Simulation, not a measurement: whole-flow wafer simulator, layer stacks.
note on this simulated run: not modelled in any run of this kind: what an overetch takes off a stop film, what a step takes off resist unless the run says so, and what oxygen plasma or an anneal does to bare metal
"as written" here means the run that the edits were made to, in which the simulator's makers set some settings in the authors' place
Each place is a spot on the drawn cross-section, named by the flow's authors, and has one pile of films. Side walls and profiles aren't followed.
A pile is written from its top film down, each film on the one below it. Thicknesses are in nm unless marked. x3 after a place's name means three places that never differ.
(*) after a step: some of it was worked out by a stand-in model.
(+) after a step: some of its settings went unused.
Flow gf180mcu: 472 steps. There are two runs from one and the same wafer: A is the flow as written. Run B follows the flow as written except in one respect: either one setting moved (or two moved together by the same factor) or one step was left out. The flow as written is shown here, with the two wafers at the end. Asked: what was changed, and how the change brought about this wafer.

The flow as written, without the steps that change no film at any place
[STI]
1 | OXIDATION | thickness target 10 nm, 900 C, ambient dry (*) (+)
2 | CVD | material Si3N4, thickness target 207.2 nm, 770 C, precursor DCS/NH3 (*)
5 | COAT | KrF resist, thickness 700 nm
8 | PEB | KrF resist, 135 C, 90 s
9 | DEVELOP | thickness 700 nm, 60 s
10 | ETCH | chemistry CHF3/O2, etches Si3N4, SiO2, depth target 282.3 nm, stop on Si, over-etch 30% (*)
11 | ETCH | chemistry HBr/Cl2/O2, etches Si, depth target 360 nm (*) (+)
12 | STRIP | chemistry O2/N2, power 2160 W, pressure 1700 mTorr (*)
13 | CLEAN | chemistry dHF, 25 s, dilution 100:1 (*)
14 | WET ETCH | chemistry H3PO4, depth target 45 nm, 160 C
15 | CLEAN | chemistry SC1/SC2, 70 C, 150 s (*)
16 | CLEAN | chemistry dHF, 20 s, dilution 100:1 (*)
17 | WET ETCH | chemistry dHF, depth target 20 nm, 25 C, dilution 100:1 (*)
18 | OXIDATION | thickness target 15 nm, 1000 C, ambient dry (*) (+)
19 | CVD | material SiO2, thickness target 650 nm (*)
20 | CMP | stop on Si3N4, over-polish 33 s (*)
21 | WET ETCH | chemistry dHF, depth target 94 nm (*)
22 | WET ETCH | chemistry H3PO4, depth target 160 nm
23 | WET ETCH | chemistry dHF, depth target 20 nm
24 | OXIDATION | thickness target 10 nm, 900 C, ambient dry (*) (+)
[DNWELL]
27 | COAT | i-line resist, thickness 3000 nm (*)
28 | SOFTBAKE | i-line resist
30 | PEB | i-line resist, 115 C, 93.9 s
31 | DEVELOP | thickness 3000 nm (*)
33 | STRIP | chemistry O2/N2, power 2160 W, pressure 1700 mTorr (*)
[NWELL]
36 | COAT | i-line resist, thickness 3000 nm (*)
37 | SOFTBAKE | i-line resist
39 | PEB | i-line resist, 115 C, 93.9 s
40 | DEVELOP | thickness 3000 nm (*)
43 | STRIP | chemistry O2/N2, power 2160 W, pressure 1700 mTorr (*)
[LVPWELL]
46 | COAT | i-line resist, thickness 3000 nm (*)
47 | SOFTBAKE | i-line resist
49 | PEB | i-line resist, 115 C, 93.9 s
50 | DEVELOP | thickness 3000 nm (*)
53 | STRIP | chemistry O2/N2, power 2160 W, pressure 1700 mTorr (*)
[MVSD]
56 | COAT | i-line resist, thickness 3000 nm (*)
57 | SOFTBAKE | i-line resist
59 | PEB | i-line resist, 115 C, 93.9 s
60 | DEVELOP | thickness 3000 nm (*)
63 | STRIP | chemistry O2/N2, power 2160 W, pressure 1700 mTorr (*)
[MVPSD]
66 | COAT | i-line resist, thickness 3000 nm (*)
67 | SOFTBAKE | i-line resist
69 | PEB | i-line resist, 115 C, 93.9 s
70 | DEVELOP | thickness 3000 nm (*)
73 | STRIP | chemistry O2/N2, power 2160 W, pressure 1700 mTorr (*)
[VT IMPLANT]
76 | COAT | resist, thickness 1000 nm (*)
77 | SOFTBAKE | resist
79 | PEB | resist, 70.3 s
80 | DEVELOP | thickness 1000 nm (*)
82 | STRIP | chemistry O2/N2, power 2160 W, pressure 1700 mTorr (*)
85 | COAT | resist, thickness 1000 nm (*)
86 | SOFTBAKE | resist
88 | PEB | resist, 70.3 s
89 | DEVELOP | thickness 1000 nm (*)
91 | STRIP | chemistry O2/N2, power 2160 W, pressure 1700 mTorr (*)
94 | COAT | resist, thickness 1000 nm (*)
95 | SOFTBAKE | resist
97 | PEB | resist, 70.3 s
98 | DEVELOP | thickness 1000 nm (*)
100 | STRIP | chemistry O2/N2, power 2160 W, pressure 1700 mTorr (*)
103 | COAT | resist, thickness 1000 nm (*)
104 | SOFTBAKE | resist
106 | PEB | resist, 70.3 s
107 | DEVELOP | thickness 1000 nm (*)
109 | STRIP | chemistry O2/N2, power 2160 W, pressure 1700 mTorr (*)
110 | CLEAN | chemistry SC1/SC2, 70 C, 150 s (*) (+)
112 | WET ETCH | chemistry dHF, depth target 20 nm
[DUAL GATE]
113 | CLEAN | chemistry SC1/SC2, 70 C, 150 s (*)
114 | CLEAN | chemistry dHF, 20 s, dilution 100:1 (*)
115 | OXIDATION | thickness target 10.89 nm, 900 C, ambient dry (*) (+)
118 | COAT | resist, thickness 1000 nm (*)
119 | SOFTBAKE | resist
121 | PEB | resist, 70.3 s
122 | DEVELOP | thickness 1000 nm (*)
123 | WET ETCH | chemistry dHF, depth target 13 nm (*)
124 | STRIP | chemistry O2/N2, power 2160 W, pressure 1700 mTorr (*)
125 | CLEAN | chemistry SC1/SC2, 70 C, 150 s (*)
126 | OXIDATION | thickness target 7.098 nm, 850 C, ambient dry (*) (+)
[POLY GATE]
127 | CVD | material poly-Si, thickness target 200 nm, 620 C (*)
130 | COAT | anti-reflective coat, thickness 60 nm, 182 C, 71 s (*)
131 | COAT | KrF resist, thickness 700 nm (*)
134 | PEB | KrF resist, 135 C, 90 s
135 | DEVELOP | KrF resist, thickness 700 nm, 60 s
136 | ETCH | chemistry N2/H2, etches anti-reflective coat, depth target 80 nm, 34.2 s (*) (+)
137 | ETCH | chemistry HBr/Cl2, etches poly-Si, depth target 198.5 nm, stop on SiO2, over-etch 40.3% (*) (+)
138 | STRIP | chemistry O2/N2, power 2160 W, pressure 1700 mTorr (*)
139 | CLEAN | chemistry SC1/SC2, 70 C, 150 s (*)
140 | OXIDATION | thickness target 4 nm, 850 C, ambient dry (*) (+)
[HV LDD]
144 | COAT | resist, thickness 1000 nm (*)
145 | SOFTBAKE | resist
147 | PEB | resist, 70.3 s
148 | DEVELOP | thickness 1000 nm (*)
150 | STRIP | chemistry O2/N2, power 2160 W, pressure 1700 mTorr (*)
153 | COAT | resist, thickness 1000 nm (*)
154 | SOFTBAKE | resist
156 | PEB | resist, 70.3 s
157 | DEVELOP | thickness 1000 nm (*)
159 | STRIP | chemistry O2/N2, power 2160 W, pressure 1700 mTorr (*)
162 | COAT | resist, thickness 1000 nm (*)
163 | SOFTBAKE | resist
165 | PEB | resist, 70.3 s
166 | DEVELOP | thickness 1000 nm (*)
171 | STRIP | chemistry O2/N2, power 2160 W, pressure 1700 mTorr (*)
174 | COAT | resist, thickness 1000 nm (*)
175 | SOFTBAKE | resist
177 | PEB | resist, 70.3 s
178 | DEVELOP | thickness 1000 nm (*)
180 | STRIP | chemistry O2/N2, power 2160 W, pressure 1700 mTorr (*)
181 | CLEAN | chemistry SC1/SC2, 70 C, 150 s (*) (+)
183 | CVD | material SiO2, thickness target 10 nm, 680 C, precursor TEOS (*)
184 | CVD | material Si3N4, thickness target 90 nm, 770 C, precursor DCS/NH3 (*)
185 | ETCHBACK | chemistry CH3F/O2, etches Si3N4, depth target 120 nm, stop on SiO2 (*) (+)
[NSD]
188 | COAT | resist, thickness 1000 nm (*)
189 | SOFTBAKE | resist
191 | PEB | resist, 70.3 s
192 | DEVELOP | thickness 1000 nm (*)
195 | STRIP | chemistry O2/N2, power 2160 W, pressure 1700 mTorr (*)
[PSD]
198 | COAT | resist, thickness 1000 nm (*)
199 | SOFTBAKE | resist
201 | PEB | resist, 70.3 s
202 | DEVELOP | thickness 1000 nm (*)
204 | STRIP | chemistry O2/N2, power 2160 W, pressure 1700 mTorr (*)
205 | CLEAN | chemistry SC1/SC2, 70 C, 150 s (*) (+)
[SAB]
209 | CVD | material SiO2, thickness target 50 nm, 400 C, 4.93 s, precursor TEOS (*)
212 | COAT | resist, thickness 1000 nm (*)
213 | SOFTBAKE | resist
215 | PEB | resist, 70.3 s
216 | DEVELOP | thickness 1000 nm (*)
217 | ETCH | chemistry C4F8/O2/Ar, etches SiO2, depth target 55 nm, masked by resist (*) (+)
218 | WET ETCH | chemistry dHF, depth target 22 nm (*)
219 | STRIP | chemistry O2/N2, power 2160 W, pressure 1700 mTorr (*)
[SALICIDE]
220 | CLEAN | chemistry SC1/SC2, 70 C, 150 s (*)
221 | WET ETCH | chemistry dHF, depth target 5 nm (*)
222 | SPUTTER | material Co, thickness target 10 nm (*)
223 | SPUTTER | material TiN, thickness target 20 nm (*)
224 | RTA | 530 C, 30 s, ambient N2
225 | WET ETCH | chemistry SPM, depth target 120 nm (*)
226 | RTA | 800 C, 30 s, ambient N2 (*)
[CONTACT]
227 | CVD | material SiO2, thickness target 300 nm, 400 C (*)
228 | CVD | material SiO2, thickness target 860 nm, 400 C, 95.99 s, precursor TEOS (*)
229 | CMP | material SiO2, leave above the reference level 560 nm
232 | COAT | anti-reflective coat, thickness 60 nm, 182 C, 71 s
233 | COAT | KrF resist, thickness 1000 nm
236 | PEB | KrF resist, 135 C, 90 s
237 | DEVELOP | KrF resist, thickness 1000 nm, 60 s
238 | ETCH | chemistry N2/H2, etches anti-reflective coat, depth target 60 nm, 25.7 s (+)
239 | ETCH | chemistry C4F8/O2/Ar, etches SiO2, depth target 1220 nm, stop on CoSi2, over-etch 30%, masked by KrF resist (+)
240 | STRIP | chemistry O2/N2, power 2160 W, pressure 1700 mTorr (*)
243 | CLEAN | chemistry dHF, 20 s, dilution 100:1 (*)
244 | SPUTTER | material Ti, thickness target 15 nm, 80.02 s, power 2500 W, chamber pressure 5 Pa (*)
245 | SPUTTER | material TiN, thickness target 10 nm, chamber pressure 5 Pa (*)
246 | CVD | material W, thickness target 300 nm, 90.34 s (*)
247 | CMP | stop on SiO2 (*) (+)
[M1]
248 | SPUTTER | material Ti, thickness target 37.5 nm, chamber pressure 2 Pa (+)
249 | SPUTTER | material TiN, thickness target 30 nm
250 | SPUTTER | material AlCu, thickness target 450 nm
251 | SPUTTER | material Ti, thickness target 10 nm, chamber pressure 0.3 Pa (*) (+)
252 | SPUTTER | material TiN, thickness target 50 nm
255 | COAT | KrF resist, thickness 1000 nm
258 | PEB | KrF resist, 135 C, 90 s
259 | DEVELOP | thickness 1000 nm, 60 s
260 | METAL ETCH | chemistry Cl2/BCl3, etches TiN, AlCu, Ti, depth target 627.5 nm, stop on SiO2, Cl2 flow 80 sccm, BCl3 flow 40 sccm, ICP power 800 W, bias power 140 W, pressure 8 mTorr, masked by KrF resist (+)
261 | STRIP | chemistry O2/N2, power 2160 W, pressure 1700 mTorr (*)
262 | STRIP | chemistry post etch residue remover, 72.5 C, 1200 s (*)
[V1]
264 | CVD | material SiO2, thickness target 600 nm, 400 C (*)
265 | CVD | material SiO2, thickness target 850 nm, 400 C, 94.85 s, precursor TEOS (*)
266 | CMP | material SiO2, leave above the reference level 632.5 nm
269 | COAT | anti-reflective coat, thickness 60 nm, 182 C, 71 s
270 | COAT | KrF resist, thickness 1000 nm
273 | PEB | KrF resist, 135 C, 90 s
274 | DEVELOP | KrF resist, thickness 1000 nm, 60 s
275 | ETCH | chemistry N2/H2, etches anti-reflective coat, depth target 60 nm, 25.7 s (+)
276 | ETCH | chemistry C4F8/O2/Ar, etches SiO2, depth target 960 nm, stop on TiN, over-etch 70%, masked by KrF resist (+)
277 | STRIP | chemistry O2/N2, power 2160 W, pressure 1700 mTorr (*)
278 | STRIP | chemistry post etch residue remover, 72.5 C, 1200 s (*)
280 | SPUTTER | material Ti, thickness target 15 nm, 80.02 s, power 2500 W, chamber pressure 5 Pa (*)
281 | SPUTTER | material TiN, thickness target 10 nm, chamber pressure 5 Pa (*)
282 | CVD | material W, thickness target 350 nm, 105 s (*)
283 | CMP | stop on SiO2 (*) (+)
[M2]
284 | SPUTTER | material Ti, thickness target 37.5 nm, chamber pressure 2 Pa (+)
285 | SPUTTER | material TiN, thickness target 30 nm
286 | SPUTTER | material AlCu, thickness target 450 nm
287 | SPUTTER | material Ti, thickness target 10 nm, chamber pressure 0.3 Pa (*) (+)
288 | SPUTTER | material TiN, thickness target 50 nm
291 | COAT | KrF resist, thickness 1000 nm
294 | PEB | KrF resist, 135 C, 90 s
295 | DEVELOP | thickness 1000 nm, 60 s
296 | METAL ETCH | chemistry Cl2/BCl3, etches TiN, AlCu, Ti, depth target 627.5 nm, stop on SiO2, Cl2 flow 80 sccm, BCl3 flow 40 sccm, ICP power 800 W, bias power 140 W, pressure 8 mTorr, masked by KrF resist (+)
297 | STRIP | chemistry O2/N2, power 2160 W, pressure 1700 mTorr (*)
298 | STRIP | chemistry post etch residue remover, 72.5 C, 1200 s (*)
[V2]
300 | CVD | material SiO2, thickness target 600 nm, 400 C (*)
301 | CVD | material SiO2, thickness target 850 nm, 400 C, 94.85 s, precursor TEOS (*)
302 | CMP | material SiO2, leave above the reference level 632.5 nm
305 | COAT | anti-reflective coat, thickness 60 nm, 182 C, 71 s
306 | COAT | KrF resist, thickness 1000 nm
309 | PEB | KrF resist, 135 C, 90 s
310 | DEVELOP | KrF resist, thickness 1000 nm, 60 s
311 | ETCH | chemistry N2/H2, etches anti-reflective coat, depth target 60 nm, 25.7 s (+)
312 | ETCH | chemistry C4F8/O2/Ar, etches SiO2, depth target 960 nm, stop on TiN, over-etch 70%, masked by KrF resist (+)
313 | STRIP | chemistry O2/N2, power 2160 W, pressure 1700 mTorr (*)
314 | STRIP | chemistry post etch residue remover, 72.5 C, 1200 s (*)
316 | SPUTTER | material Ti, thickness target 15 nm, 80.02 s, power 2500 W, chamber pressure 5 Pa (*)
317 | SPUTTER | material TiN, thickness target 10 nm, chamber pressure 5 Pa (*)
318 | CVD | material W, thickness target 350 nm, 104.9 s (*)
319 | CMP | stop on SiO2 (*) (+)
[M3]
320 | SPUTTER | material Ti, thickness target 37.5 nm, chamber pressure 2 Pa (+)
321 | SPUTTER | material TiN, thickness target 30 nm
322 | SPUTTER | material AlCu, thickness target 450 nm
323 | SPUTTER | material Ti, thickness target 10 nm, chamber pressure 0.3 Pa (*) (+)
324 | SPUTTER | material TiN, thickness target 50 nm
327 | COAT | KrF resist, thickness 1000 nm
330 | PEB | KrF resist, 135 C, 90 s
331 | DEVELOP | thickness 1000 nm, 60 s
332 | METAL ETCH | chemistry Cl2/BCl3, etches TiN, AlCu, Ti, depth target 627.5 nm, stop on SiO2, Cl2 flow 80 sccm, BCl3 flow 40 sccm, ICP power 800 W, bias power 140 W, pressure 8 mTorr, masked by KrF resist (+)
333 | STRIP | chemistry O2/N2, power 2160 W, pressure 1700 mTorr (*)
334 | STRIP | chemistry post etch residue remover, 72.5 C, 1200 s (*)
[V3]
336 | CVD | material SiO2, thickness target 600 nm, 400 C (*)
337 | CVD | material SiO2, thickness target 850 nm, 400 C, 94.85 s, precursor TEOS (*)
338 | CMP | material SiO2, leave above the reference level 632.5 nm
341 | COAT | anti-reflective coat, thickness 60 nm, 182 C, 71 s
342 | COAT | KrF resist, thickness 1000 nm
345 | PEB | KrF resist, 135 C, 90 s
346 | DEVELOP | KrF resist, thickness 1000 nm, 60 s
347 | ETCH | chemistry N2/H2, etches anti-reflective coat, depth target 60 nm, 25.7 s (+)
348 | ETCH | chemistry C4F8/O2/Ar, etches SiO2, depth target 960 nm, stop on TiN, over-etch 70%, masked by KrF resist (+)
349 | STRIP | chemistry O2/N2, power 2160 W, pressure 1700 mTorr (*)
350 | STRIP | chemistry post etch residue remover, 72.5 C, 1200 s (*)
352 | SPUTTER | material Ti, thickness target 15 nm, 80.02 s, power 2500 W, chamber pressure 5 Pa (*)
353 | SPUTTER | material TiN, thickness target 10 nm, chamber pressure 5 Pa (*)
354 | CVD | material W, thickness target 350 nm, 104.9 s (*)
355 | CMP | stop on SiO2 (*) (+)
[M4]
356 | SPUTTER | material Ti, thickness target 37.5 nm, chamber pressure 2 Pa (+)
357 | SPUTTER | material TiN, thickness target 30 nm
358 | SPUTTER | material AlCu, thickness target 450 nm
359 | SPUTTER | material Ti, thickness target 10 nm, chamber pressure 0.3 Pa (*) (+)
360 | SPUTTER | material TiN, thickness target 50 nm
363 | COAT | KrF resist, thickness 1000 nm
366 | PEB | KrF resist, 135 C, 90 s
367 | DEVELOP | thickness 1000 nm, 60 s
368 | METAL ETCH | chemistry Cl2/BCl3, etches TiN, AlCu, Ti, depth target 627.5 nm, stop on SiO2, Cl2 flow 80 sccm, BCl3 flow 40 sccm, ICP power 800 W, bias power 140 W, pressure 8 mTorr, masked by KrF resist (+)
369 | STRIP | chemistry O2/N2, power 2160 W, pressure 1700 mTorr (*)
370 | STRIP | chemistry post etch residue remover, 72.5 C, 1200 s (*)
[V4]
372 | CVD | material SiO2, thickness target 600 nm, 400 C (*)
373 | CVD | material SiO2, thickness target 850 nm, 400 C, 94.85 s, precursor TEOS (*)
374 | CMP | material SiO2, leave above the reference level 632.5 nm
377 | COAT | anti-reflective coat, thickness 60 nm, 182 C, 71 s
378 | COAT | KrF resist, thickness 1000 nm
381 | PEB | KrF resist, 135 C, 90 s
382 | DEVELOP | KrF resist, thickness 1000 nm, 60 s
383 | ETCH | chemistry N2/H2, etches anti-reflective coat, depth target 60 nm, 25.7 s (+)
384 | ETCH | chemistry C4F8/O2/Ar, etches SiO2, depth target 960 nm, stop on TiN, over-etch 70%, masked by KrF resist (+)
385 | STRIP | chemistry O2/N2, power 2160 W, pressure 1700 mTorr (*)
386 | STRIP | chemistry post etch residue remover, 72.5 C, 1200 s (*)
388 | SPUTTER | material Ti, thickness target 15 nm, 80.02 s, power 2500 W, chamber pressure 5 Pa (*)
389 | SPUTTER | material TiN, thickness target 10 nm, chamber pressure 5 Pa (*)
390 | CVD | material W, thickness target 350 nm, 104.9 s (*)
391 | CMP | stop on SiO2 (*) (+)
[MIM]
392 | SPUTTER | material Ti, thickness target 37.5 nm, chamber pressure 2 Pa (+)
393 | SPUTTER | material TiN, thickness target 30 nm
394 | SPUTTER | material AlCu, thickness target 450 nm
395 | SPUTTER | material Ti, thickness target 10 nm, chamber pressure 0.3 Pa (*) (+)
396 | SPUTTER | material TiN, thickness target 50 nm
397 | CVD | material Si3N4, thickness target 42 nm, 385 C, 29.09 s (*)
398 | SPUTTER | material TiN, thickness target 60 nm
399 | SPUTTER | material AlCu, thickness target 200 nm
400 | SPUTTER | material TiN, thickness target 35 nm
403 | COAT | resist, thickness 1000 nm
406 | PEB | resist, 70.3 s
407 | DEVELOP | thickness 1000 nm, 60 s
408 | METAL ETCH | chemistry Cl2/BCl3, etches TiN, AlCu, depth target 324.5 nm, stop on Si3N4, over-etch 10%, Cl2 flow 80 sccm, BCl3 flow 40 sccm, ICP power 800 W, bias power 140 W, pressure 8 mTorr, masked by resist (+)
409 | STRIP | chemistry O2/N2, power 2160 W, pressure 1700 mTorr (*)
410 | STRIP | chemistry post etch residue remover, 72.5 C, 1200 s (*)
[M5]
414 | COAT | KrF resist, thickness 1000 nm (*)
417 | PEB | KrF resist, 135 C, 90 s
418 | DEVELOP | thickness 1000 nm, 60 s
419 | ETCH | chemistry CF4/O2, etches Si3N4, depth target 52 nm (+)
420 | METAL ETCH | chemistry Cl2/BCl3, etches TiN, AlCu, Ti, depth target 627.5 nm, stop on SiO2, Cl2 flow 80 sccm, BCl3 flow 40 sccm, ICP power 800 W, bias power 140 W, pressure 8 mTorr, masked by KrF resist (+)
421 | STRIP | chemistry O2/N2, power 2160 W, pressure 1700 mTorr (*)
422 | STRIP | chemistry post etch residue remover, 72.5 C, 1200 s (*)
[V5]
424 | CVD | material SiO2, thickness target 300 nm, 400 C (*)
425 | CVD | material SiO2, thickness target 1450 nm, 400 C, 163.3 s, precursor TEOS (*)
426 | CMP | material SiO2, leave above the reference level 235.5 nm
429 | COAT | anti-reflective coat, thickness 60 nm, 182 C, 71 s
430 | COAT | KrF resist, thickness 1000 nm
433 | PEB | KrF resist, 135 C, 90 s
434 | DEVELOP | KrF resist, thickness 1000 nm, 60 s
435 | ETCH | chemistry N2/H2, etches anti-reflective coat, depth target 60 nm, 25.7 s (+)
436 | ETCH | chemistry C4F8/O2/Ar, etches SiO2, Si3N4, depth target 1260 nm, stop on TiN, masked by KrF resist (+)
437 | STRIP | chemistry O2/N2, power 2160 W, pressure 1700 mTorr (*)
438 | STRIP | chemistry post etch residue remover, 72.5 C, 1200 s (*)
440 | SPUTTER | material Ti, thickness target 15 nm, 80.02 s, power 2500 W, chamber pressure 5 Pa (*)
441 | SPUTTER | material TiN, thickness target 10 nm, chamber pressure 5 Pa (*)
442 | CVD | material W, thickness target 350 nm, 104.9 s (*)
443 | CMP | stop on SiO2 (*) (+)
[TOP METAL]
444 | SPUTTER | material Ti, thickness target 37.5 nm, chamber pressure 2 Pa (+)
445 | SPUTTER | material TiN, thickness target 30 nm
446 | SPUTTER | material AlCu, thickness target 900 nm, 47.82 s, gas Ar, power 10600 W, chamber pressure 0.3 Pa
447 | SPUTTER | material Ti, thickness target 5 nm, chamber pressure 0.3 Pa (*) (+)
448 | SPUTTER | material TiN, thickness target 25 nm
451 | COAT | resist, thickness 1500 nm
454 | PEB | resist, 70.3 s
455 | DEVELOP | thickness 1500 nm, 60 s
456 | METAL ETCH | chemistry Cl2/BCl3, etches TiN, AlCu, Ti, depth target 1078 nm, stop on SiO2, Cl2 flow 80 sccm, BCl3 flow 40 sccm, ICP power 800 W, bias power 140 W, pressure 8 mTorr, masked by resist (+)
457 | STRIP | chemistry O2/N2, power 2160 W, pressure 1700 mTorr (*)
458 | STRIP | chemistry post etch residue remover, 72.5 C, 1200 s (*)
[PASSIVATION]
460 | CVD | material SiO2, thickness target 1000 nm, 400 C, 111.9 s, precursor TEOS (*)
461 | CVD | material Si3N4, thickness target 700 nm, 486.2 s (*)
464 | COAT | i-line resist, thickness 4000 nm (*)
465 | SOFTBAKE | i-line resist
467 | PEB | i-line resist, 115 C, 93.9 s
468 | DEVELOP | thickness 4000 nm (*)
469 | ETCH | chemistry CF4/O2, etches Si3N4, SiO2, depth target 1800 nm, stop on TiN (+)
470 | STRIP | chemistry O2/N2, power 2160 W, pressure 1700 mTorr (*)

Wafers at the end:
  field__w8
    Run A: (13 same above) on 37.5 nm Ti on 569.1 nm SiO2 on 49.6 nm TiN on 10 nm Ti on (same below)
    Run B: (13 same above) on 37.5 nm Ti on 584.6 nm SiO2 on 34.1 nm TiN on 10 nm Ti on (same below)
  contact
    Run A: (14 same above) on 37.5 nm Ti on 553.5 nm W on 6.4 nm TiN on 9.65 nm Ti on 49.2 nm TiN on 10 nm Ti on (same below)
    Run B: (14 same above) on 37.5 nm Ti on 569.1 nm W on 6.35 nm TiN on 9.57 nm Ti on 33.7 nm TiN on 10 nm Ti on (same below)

Cause: step 360, SPUTTER: thickness target 34.5 nm was run, whereas the flow has thickness target 50 nm.

Step by step, how the change led to this:
  360 | SPUTTER | material TiN, thickness target 50 nm
      field, field__w1, field__w2 and 108 more: A TiN gains 50 (new film) | B TiN gains 34.5 (new film)
  368 | METAL ETCH | chemistry Cl2/BCl3, etches TiN, AlCu, Ti, depth target 627.5 nm, stop on SiO2, Cl2 flow 80 sccm, BCl3 flow 40 sccm, ICP power 800 W, bias power 140 W, pressure 8 mTorr, masked by KrF resist (+)
      field, field__w1, field__w2 and 103 more: A TiN loses 50 (all of it), Ti loses 10 (all of it), AlCu loses 450 (all of it), TiN loses 30 (all of it), Ti loses 37.5 (all of it) | B TiN loses 34.5 (all of it), Ti loses 10 (all of it), AlCu loses 450 (all of it), TiN loses 30 (all of it), Ti loses 37.5 (all of it)
  384 | ETCH | chemistry C4F8/O2/Ar, etches SiO2, depth target 960 nm, stop on TiN, over-etch 70%, masked by KrF resist (+)
      contact: A SiO2 loses 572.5 (all of it) | B SiO2 loses 588 (all of it)
